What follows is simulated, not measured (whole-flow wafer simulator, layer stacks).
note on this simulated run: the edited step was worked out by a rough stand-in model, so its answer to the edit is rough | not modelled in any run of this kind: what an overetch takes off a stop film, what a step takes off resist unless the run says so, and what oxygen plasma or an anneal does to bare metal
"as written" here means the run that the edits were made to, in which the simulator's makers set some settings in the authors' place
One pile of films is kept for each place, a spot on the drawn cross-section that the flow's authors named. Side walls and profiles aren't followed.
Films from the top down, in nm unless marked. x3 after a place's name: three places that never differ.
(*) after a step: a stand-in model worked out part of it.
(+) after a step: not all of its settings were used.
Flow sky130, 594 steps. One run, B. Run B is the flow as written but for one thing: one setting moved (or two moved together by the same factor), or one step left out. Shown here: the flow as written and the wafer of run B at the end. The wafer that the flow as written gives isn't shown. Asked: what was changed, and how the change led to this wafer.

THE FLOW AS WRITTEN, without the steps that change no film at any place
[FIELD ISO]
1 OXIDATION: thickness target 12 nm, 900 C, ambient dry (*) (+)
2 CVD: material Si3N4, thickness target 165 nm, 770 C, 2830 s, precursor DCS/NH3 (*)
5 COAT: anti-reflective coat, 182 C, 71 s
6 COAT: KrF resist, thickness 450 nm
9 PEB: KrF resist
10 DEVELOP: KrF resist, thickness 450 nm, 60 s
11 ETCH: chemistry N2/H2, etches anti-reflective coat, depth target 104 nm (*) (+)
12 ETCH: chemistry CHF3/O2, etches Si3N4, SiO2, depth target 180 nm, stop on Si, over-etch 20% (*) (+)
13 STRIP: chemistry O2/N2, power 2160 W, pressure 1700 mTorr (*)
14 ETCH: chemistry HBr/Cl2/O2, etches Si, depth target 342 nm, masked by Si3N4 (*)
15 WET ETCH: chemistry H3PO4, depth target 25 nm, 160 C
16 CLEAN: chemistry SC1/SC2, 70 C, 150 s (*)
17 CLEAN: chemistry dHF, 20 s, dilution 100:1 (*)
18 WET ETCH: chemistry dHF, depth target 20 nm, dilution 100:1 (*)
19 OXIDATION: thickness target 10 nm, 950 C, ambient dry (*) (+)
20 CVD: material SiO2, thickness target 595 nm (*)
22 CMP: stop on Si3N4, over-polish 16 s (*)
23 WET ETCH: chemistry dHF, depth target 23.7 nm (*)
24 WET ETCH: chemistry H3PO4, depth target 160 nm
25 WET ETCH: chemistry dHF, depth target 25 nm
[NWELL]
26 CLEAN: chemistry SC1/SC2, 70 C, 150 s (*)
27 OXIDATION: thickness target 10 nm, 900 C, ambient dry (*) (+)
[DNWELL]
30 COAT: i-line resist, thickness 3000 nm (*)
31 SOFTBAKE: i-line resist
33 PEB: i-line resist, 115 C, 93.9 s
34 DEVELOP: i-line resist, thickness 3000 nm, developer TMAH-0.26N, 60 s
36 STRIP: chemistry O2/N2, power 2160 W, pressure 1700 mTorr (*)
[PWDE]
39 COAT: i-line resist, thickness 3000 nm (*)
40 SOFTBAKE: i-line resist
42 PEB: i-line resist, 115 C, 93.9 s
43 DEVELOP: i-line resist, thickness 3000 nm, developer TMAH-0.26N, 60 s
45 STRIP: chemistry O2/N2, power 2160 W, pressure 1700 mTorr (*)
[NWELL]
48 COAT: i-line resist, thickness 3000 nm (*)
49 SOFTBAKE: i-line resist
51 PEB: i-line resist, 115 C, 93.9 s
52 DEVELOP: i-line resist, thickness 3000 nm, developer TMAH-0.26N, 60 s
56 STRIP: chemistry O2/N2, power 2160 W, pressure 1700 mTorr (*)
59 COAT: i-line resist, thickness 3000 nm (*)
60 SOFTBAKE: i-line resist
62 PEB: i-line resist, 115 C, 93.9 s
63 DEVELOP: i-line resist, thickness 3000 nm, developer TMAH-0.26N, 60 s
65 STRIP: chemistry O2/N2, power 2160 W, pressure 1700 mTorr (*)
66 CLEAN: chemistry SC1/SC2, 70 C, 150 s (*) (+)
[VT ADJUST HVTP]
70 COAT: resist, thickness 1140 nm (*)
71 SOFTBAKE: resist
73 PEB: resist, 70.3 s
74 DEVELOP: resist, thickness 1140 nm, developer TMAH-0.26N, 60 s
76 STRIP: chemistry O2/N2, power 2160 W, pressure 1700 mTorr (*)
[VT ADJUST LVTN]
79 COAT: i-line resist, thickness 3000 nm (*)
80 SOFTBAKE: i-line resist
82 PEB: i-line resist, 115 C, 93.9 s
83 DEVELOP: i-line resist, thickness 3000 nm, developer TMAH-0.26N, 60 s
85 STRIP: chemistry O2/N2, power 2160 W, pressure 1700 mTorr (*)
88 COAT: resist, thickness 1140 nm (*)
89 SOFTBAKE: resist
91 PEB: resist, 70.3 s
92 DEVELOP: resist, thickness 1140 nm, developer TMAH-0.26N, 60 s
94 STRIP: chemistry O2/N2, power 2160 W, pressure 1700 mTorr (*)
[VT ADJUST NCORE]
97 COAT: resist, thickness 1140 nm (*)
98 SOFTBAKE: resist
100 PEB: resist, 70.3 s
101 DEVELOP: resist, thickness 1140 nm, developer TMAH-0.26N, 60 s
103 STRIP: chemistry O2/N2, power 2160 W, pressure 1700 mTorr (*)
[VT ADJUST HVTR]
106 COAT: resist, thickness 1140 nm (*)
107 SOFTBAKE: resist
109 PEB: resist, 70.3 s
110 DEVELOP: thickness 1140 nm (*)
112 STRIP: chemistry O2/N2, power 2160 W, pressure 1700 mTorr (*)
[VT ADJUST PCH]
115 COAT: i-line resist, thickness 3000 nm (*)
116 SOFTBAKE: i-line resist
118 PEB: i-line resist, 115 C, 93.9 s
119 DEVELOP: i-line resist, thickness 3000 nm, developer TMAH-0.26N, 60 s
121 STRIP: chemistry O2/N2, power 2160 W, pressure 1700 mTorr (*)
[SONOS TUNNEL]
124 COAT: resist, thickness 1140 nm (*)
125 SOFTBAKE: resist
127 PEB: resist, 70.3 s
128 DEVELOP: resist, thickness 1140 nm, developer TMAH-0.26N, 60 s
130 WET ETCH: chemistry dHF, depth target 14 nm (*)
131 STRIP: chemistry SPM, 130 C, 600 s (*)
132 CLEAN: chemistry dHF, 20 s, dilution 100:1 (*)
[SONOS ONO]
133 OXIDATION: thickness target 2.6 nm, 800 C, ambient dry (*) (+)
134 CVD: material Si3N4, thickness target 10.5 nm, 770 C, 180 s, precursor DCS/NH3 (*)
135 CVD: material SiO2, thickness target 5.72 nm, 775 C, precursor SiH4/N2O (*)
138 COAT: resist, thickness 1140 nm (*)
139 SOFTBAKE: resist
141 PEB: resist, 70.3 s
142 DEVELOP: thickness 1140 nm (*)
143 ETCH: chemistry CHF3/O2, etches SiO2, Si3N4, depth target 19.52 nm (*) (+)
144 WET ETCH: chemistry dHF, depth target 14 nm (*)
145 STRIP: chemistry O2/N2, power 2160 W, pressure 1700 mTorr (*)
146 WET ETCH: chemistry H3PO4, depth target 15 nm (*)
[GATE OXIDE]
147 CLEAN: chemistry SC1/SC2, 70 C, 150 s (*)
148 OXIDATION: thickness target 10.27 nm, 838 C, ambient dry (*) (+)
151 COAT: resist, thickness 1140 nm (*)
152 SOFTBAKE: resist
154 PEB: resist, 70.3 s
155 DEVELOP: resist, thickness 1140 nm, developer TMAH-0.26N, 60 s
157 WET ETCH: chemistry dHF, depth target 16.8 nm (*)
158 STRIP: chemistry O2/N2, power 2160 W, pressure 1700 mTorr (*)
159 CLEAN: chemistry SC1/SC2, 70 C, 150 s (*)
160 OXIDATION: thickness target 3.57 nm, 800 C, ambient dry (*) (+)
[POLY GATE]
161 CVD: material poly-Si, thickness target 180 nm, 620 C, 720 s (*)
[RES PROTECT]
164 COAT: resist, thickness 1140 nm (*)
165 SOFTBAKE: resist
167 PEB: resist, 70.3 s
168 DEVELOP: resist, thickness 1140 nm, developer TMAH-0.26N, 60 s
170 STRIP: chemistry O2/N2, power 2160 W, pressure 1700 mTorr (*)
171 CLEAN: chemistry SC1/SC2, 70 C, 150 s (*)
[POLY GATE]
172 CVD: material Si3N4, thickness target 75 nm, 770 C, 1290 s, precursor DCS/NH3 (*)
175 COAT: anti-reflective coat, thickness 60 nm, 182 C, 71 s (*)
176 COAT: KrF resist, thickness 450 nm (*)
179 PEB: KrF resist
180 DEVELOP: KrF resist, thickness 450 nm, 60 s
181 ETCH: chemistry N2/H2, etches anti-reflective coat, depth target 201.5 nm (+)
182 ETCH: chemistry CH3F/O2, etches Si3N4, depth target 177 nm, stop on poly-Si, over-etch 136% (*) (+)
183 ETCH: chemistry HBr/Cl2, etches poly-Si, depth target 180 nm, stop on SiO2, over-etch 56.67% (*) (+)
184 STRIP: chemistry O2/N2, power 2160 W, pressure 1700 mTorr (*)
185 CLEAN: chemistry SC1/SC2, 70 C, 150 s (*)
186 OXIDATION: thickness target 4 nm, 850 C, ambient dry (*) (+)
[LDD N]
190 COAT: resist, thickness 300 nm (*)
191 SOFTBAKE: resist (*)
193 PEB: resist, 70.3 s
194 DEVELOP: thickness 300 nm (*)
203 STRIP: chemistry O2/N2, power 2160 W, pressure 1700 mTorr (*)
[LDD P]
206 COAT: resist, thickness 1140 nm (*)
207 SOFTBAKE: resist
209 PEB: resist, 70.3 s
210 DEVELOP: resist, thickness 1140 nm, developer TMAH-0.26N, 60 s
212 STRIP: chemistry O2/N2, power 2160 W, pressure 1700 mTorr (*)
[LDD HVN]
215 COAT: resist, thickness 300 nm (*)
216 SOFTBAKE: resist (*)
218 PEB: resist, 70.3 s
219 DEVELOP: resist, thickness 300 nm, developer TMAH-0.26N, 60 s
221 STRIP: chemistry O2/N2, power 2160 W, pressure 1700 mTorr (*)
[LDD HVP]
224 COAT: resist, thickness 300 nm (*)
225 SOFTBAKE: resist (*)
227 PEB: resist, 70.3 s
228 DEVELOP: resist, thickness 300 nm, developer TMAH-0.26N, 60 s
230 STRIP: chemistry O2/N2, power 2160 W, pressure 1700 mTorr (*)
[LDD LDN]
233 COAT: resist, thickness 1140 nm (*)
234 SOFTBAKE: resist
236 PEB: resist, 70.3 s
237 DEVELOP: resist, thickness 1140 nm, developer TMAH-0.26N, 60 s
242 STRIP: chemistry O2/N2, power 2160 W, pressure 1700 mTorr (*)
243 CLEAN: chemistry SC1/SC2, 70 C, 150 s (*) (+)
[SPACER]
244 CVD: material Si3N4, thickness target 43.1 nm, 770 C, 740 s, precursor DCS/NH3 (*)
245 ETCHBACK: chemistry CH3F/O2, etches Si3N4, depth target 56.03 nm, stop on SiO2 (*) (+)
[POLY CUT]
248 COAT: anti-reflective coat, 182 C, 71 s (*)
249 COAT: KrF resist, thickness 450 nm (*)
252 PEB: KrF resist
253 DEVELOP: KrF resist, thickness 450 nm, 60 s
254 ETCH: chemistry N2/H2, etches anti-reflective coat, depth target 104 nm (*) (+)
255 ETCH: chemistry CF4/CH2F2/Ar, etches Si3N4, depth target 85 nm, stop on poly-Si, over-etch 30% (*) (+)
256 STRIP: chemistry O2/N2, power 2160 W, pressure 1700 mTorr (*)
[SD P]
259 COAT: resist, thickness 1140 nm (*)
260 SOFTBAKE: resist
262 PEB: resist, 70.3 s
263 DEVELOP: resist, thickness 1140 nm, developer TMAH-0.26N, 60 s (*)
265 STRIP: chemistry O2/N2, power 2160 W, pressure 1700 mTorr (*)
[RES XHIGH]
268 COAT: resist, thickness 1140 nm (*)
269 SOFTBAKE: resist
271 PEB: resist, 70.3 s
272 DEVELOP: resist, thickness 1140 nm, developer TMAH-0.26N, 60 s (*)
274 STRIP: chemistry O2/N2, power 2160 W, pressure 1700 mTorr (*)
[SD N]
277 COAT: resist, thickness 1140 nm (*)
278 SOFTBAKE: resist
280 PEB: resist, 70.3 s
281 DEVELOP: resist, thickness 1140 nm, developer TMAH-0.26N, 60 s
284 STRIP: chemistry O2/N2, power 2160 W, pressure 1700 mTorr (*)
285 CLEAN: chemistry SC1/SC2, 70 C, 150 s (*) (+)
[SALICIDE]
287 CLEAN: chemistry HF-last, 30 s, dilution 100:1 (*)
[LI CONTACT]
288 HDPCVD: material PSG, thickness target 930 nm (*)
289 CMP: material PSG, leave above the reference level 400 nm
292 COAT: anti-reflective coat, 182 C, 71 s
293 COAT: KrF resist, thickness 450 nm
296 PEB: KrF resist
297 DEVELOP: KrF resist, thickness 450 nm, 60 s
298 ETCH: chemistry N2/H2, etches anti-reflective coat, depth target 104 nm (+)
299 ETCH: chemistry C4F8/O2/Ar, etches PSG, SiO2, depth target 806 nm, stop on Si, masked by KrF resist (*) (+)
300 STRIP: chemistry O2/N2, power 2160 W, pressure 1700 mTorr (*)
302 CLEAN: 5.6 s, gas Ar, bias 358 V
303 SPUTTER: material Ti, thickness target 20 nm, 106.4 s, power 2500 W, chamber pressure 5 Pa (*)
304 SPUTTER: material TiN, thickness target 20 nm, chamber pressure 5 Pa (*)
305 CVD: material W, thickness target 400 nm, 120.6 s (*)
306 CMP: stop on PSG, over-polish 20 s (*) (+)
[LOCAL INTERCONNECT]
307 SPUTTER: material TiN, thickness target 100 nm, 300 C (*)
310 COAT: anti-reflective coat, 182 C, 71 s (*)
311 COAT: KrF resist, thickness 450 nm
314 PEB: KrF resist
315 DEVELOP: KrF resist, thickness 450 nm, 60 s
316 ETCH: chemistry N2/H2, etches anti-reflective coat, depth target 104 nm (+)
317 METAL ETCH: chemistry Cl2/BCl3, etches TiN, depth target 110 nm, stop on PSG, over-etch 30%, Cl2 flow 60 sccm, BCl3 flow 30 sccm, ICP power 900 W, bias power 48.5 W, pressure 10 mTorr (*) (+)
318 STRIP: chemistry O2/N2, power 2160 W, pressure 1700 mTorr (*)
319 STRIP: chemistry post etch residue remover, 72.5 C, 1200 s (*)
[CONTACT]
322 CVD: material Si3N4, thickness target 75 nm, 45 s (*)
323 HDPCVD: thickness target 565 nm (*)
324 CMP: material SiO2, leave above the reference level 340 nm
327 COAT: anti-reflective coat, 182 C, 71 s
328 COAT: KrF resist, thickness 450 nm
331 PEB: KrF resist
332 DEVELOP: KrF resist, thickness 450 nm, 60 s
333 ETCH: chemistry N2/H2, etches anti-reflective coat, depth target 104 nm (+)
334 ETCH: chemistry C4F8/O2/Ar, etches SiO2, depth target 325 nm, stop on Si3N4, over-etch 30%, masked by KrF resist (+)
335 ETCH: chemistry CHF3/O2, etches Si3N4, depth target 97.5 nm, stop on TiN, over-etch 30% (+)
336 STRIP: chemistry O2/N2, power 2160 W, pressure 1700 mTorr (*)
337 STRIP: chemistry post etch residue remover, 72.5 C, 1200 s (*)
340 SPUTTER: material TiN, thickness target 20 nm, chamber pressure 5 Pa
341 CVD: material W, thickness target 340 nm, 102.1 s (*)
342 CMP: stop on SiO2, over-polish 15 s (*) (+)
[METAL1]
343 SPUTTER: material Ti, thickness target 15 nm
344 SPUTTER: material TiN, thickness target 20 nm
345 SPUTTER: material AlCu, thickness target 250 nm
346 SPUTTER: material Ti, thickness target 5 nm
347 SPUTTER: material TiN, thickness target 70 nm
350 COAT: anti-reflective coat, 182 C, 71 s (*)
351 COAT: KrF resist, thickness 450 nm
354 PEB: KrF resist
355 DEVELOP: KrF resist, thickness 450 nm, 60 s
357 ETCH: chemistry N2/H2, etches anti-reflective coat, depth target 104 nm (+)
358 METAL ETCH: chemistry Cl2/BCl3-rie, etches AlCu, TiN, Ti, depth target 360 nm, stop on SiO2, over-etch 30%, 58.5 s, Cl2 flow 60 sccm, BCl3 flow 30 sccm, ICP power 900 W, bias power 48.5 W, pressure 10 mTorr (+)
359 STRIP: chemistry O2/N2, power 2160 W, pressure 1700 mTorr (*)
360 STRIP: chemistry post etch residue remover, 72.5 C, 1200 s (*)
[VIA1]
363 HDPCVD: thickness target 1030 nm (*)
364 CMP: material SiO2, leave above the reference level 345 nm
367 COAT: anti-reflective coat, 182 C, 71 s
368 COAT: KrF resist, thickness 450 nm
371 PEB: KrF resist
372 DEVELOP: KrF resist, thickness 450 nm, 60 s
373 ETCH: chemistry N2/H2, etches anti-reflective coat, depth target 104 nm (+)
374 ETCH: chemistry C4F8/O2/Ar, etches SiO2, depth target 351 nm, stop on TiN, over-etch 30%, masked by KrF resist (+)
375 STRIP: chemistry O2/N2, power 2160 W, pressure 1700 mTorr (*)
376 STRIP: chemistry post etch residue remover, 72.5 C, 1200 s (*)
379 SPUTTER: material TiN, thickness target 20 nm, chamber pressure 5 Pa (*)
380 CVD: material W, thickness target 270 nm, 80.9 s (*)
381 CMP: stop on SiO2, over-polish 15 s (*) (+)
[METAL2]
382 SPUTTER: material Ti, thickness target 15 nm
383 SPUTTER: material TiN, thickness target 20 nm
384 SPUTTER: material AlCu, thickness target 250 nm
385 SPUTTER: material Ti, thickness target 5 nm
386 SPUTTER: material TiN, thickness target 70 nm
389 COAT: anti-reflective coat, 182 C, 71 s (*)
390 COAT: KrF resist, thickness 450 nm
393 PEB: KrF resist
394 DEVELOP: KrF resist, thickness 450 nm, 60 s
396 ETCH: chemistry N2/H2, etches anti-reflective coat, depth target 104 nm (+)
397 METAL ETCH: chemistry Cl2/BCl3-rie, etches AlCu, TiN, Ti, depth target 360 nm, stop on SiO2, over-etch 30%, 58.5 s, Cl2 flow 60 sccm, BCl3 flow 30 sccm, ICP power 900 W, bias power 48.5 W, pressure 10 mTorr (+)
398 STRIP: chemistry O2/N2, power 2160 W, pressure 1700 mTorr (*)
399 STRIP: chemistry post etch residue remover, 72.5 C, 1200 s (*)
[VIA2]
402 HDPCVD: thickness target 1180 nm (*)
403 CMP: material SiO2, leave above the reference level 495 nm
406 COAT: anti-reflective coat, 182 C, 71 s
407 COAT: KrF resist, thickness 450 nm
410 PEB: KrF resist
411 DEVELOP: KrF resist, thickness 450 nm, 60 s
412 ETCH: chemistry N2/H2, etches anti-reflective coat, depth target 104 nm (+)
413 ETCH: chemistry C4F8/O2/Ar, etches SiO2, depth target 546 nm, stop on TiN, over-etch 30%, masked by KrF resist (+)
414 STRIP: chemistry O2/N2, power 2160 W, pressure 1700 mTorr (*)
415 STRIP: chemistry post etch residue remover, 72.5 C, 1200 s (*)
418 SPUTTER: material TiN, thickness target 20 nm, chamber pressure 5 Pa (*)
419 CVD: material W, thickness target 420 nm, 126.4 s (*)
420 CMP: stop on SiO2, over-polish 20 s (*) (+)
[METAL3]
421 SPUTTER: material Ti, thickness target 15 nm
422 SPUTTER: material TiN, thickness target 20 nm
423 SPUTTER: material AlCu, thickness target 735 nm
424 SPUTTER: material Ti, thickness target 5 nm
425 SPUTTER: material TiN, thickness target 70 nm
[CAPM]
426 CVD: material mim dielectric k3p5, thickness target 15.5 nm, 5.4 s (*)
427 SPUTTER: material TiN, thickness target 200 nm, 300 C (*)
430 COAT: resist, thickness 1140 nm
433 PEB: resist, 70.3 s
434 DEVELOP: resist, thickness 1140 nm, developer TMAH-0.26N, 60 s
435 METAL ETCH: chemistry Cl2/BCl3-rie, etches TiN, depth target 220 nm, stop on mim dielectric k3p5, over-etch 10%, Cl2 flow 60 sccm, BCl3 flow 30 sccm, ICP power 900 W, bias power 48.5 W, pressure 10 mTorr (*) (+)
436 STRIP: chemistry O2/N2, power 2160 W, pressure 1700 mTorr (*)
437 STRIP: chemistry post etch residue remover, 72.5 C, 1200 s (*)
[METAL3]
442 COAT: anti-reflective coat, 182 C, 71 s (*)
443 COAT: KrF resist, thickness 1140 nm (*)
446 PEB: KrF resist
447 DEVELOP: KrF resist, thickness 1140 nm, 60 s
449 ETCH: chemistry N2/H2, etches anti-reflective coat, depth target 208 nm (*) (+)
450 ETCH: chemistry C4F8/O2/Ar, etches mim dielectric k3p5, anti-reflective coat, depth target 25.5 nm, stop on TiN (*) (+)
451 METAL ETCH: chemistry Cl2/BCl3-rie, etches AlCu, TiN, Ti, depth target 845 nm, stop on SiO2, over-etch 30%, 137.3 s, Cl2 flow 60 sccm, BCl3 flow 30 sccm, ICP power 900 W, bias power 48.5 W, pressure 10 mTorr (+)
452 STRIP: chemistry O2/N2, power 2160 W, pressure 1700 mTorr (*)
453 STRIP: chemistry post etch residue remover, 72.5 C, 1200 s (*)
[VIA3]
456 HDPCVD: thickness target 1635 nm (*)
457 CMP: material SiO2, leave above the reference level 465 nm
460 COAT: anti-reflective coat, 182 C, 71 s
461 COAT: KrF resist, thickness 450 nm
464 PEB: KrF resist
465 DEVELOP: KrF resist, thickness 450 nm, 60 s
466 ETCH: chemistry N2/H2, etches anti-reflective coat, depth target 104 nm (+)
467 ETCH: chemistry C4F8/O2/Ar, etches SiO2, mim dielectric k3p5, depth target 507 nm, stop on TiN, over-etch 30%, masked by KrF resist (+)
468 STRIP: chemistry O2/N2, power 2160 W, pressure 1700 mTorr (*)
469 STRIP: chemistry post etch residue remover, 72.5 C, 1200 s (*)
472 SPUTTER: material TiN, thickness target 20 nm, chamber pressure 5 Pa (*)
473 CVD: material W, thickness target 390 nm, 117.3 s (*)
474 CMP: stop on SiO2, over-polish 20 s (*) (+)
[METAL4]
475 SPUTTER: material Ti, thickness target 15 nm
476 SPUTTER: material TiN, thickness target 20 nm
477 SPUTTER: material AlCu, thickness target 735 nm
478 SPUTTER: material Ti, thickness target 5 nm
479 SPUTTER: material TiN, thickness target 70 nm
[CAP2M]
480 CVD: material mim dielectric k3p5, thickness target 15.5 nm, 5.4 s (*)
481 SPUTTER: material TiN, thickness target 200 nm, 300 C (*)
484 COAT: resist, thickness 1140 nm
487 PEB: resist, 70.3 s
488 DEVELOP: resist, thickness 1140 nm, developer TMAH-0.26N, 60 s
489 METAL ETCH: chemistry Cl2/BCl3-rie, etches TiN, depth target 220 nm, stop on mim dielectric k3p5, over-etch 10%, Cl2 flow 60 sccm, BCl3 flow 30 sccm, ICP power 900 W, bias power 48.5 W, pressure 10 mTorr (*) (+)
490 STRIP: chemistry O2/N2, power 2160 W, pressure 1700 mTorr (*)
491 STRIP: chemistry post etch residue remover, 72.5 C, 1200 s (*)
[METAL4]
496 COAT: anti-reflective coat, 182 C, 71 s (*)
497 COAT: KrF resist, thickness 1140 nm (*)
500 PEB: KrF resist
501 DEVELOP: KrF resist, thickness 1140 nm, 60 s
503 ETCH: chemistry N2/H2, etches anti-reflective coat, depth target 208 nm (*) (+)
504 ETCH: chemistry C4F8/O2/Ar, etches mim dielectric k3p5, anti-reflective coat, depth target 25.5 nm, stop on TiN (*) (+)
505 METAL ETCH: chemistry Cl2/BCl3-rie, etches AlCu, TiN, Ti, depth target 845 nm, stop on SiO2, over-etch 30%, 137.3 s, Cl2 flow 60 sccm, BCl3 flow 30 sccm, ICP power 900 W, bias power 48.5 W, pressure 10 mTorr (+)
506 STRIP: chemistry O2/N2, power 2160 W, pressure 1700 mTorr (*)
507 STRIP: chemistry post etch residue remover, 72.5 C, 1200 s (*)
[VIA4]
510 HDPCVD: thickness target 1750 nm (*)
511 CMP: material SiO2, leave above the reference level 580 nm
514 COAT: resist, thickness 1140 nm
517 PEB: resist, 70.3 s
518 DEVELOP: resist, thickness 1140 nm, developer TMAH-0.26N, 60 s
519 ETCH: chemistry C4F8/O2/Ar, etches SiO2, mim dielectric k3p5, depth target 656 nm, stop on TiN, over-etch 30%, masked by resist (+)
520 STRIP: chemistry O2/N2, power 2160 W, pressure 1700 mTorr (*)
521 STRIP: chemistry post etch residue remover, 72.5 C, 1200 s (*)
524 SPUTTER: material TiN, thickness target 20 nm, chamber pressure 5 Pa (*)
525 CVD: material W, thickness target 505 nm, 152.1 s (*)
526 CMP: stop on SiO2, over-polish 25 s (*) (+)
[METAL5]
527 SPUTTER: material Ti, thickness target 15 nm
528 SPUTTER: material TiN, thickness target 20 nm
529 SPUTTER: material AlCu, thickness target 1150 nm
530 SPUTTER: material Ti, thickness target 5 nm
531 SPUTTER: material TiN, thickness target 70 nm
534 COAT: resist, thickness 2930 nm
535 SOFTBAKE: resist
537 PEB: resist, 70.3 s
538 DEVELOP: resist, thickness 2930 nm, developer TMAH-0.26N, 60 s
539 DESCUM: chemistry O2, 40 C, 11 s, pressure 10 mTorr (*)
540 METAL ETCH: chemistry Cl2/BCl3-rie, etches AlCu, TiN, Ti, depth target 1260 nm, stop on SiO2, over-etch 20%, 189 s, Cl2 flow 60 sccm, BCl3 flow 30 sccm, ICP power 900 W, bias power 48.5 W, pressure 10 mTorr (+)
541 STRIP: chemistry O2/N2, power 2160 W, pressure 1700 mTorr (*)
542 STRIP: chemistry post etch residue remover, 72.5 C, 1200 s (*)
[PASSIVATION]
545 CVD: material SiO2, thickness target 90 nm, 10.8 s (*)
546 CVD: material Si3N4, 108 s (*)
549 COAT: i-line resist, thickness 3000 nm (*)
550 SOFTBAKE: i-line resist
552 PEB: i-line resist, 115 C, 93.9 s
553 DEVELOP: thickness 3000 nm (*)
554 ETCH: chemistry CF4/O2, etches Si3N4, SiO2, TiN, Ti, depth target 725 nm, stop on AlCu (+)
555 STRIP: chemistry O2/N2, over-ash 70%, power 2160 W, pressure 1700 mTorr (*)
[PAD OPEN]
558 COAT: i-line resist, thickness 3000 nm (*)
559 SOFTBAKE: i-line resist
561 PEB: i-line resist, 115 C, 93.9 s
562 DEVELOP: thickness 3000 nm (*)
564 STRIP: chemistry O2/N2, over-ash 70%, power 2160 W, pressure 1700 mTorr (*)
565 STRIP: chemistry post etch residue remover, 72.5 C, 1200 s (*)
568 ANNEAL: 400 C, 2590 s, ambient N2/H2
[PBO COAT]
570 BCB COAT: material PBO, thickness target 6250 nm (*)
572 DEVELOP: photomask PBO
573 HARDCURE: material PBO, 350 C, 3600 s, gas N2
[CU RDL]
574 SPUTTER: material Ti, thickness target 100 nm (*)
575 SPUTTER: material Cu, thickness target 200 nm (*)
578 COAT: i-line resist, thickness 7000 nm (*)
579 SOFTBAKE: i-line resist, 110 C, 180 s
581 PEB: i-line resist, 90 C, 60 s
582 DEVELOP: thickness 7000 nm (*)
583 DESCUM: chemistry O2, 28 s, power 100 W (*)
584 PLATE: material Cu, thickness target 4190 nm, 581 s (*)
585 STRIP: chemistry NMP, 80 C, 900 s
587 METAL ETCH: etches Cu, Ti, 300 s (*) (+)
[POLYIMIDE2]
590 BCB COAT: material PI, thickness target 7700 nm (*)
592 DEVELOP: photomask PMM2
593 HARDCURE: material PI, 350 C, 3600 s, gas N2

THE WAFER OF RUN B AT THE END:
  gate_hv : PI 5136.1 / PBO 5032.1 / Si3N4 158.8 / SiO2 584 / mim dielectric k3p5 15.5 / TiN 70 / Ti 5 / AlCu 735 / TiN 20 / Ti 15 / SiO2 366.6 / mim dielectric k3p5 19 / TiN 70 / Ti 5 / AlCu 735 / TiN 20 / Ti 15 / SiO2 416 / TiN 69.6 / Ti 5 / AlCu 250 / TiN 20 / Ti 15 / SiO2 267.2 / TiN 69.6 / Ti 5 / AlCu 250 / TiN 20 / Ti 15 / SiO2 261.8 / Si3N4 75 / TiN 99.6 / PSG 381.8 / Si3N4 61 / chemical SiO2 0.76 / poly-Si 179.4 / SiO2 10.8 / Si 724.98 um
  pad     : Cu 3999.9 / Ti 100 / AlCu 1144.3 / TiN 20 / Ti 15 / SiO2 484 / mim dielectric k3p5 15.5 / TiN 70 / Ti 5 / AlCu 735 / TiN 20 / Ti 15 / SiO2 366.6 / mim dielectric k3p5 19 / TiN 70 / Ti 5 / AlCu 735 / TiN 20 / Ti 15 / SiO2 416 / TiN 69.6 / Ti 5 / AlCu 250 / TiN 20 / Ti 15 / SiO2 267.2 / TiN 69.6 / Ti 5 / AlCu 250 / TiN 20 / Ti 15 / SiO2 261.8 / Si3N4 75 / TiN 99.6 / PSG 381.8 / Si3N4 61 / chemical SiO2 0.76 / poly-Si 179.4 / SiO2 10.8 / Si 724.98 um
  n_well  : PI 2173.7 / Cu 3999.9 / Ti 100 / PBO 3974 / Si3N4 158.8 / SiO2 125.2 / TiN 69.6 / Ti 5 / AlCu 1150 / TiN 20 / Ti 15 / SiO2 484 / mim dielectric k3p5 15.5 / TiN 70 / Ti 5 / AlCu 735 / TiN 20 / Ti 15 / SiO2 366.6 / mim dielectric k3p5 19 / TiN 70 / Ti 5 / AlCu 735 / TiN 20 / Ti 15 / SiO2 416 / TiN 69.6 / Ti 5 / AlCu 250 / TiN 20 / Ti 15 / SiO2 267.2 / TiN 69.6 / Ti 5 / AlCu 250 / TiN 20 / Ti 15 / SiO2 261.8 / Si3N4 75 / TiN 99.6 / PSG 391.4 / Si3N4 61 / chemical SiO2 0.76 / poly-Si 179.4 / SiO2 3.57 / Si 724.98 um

The cause: step 426, CVD: thickness target 19 nm was run, where the flow has thickness target 15.5 nm; step 426, CVD: 6.62 s was run, where the flow has 5.4 s.
It can be read off the wafer: gate_hv has mim dielectric k3p5 19, and step 426 as written asks for 15.5 nm.

How the change led to this, step by step:
  426 CVD: material mim dielectric k3p5, thickness target 15.5 nm, 5.4 s (*)
      field, active, n_well and 188 more: mim dielectric k3p5 +19 (new film) (as written it would be: mim dielectric k3p5 +15.5 (new film))
  450 ETCH: chemistry C4F8/O2/Ar, etches mim dielectric k3p5, anti-reflective coat, depth target 25.5 nm, stop on TiN (*) (+)
      n_well, p_well, gate_hv and 104 more: KrF resist -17 (as written it would be: KrF resist -15.5)
      field, active, gate and 82 more: mim dielectric k3p5 -19 (all of it) (as written it would be: mim dielectric k3p5 -15.5 (all of it))
  467 ETCH: chemistry C4F8/O2/Ar, etches SiO2, mim dielectric k3p5, depth target 507 nm, stop on TiN, over-etch 30%, masked by KrF resist (+)
      m1: SiO2 -371 (all of it), mim dielectric k3p5 -19 (all of it) (as written it would be: SiO2 -374.5 (all of it), mim dielectric k3p5 -15.5 (all of it))
      via3_hole: SiO2 -370.4 (all of it), mim dielectric k3p5 -19 (all of it) (as written it would be: SiO2 -373.9 (all of it), mim dielectric k3p5 -15.5 (all of it))
